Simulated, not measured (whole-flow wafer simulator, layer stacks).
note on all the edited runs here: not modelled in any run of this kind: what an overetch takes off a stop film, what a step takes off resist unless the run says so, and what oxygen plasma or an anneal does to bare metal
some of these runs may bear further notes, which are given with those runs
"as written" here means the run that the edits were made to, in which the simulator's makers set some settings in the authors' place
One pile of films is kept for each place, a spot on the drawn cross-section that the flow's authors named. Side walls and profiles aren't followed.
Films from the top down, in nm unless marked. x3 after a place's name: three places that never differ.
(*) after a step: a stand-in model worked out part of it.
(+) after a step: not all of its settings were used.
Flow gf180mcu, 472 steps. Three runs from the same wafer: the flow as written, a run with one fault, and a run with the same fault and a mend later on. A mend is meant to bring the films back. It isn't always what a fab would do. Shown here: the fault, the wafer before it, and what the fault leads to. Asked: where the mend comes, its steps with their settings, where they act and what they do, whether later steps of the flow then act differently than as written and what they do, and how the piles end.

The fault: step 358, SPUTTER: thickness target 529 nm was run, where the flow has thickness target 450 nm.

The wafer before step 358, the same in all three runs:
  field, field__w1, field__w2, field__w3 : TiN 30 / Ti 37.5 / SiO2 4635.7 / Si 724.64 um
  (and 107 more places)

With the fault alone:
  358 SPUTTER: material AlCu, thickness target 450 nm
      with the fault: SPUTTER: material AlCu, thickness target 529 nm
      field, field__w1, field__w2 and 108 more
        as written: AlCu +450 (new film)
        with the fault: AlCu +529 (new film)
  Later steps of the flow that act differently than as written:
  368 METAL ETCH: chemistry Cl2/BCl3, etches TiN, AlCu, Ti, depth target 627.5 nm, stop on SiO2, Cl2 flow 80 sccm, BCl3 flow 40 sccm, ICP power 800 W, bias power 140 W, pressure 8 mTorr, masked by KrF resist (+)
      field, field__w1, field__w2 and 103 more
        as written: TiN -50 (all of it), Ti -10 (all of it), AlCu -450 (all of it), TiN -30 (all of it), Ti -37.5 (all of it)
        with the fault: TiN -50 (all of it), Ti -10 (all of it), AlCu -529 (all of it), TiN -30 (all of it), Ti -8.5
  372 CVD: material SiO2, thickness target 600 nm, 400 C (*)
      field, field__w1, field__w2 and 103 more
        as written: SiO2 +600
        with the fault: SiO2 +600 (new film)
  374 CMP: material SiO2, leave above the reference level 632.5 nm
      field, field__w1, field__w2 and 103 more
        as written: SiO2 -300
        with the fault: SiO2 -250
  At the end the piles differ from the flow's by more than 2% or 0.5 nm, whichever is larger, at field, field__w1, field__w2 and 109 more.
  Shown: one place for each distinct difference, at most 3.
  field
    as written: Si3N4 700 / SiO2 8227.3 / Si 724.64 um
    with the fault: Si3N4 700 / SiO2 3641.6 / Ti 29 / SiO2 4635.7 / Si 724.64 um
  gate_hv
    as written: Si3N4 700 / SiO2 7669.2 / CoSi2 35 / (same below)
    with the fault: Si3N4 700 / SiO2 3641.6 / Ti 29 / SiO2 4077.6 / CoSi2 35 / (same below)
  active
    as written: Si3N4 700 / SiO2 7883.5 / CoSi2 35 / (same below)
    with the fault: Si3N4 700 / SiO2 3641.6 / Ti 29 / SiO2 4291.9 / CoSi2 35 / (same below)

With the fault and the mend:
  The mend comes after step 358.
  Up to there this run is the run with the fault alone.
  358a METAL ETCH: chemistry Cl2/BCl3, etches TiN, AlCu, Ti, depth target 79 nm, Cl2 flow 80 sccm, BCl3 flow 40 sccm, ICP power 800 W, bias power 140 W, pressure 8 mTorr (the flow's step 260 once more, with other settings)
      field, field__w1, field__w2 and 108 more
        AlCu -79
  No later step of the flow acts differently than as written at any place that is followed.
  At the end the piles are the same as the flow's at every place that both follow.
